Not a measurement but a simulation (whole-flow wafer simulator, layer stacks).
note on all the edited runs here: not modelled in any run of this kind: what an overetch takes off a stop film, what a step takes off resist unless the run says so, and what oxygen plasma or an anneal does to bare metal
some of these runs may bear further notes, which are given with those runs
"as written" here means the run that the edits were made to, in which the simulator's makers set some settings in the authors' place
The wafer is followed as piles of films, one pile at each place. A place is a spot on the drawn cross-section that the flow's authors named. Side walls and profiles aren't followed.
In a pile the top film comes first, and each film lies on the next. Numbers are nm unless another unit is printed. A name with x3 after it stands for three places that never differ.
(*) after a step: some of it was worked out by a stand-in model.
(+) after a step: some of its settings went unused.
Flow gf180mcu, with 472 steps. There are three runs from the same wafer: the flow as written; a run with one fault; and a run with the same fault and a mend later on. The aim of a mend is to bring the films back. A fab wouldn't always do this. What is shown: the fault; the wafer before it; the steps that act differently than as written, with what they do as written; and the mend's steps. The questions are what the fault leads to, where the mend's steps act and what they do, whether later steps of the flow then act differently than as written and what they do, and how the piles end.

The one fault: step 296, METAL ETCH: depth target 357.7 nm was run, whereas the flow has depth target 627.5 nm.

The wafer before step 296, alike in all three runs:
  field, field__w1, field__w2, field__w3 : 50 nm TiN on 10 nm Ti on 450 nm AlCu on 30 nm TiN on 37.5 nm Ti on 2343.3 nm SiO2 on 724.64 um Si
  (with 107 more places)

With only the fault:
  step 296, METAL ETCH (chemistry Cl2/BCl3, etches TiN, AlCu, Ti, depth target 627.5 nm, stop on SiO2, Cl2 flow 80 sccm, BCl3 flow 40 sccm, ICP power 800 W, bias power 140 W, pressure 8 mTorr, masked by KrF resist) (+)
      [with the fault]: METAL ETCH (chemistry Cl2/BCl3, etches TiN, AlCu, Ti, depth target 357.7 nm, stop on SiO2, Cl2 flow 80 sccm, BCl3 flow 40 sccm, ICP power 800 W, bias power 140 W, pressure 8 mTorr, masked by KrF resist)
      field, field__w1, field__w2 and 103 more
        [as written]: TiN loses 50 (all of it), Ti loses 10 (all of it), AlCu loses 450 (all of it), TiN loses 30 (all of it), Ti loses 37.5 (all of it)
        [with the fault]: TiN loses 50 (all of it), Ti loses 10 (all of it), AlCu loses 297.7
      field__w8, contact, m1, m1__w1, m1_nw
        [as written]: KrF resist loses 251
        [with the fault]: KrF resist loses 143.1
  Later steps of the flow acting differently than as written:
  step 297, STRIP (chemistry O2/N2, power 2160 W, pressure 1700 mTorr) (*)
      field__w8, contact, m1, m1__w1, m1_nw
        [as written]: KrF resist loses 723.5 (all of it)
        [with the fault]: KrF resist loses 831.4 (all of it)
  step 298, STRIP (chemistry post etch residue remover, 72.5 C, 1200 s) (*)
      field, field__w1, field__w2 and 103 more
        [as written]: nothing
        [with the fault]: AlCu loses 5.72
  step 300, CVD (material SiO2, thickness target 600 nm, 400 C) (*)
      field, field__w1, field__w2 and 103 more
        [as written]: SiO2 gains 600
        [with the fault]: SiO2 gains 600 (new film)
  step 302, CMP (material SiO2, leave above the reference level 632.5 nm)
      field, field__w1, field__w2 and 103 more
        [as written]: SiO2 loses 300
        [with the fault]: SiO2 loses 514.1
  The piles end different from the flow's at field, field__w1, field__w2 and 104 more by more than 2% or 0.5 nm, whichever is larger.
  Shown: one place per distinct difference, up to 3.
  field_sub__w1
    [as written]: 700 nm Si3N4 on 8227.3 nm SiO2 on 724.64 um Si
    [with the fault]: 700 nm Si3N4 on 5669.9 nm SiO2 on 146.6 nm AlCu on 30 nm TiN on 37.5 nm Ti on 2343.2 nm SiO2 on 724.64 um Si
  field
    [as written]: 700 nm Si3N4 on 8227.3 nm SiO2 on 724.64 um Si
    [with the fault]: 700 nm Si3N4 on 5669.9 nm SiO2 on 146.6 nm AlCu on 30 nm TiN on 37.5 nm Ti on 2343.3 nm SiO2 on 724.64 um Si
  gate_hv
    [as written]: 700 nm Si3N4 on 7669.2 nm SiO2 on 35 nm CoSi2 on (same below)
    [with the fault]: 700 nm Si3N4 on 5669.9 nm SiO2 on 146.6 nm AlCu on 30 nm TiN on 37.5 nm Ti on 1785.1 nm SiO2 on 35 nm CoSi2 on (same below)

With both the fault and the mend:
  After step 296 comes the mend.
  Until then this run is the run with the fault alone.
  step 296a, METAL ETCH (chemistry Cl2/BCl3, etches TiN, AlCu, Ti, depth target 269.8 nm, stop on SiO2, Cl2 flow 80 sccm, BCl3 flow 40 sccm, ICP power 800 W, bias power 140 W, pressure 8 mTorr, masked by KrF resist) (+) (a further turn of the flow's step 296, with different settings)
      field, field__w1, field__w2 and 103 more
        AlCu loses 152.3 (all of it), TiN loses 30 (all of it), Ti loses 37.5 (all of it)
      field__w8, contact, m1, m1__w1, m1_nw
        KrF resist loses 107.9
  None of the later steps of the flow acts differently than as written at any place that is followed.
  The piles end the same as the flow's at every place that both follow.
